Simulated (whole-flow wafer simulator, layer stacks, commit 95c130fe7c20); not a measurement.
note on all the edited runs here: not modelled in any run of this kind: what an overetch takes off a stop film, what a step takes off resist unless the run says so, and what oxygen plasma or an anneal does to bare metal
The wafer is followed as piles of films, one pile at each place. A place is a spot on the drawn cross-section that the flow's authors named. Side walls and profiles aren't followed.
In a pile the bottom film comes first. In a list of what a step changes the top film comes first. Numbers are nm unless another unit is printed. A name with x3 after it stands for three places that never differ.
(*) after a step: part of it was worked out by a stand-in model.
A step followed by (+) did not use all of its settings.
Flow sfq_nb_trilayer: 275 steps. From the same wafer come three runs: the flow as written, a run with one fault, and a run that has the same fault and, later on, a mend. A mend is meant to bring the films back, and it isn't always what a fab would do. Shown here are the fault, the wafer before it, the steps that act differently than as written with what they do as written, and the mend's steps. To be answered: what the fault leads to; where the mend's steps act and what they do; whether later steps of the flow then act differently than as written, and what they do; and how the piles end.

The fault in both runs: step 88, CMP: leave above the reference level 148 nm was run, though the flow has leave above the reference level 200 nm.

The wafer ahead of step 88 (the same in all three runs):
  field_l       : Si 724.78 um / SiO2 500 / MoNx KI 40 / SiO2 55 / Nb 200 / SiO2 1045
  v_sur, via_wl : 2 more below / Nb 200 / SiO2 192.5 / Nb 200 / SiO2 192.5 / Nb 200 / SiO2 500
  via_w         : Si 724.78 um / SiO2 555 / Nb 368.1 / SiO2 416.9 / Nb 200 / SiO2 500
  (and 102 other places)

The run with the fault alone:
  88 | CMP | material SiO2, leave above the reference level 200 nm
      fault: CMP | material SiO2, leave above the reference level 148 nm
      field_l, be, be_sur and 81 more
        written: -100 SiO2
        fault: -152 SiO2
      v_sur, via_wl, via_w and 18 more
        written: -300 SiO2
        fault: -352 SiO2
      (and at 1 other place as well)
  Later steps of the flow acting differently than as written (not shown: 4 more steps that differ only slightly, by at most 2% or 0.5 nm, whichever is larger):
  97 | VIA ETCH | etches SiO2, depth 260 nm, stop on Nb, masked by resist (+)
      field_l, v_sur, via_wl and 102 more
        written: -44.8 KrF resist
        fault: -38.2 KrF resist
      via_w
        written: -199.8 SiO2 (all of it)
        fault: -147.8 SiO2 (all of it)
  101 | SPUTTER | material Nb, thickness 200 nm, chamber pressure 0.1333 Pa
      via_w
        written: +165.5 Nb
        fault: +176.9 Nb
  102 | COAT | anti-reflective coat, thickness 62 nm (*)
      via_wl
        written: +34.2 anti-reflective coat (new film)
        fault: +35.6 anti-reflective coat (new film)
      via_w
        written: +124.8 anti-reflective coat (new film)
        fault: +112.2 anti-reflective coat (new film)
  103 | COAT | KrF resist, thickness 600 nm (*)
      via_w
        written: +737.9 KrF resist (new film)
        fault: +695.2 KrF resist (new film)
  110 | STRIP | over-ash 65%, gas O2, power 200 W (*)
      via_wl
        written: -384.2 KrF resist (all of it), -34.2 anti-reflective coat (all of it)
        fault: -389.1 KrF resist (all of it), -35.6 anti-reflective coat (all of it)
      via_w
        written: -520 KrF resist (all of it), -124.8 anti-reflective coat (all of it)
        fault: -477.4 KrF resist (all of it), -112.2 anti-reflective coat (all of it)
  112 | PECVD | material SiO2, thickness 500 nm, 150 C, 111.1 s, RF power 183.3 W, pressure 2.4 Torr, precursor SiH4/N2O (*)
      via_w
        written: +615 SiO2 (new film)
        fault: +527.1 SiO2 (new film)
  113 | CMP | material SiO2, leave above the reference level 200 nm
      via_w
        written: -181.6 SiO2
        fault: -157.1 SiO2
  By the end, the piles at v_sur, via_wl, via_w and 86 more depart from the flow's by more than 2% or 0.5 nm, whichever is larger.
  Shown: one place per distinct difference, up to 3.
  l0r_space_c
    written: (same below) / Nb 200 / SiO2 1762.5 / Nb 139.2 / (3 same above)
    fault: (same below) / Nb 200 / SiO2 1710.5 / Nb 139.2 / (3 same above)
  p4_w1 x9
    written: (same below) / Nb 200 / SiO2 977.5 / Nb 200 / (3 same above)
    fault: (same below) / Nb 200 / SiO2 925.5 / Nb 200 / (3 same above)
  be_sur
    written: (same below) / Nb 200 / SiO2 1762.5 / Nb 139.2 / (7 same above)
    fault: (same below) / Nb 200 / SiO2 1710.5 / Nb 139.2 / (7 same above)

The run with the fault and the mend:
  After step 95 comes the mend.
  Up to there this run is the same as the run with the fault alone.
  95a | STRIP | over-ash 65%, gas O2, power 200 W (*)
      field_l, v_sur, via_wl and 102 more
        -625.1 KrF resist (all of it), -62 anti-reflective coat (all of it)
      via_w
        -62 anti-reflective coat (all of it)
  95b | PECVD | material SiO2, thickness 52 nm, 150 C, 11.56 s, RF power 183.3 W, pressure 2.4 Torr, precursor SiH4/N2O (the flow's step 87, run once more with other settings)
      field_l, v_sur, via_wl and 103 more
        +52 SiO2
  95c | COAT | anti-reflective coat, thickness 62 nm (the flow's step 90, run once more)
      field_l, v_sur, via_wl and 103 more
        +62 anti-reflective coat (new film)
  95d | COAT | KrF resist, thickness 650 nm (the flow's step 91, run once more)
      field_l, v_sur, via_wl and 103 more
        +650 KrF resist (new film)
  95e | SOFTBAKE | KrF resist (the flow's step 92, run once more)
      alters no film at any place that is followed
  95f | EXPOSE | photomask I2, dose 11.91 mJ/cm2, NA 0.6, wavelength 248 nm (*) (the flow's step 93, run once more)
      alters no film at any place that is followed
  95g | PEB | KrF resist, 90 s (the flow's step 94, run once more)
      field_l, v_sur, via_wl and 103 more
        -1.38 KrF resist
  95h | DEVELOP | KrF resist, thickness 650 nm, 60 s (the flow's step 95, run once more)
      field_l, v_sur, via_wl and 102 more
        -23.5 KrF resist
      via_w
        -648.6 KrF resist (all of it)
  None of the later steps of the flow differs from how it acts as written, at any place that is followed, by more than 2% or 0.5 nm, whichever is larger.
  At every place that both follow, the piles at the end match the flow's.
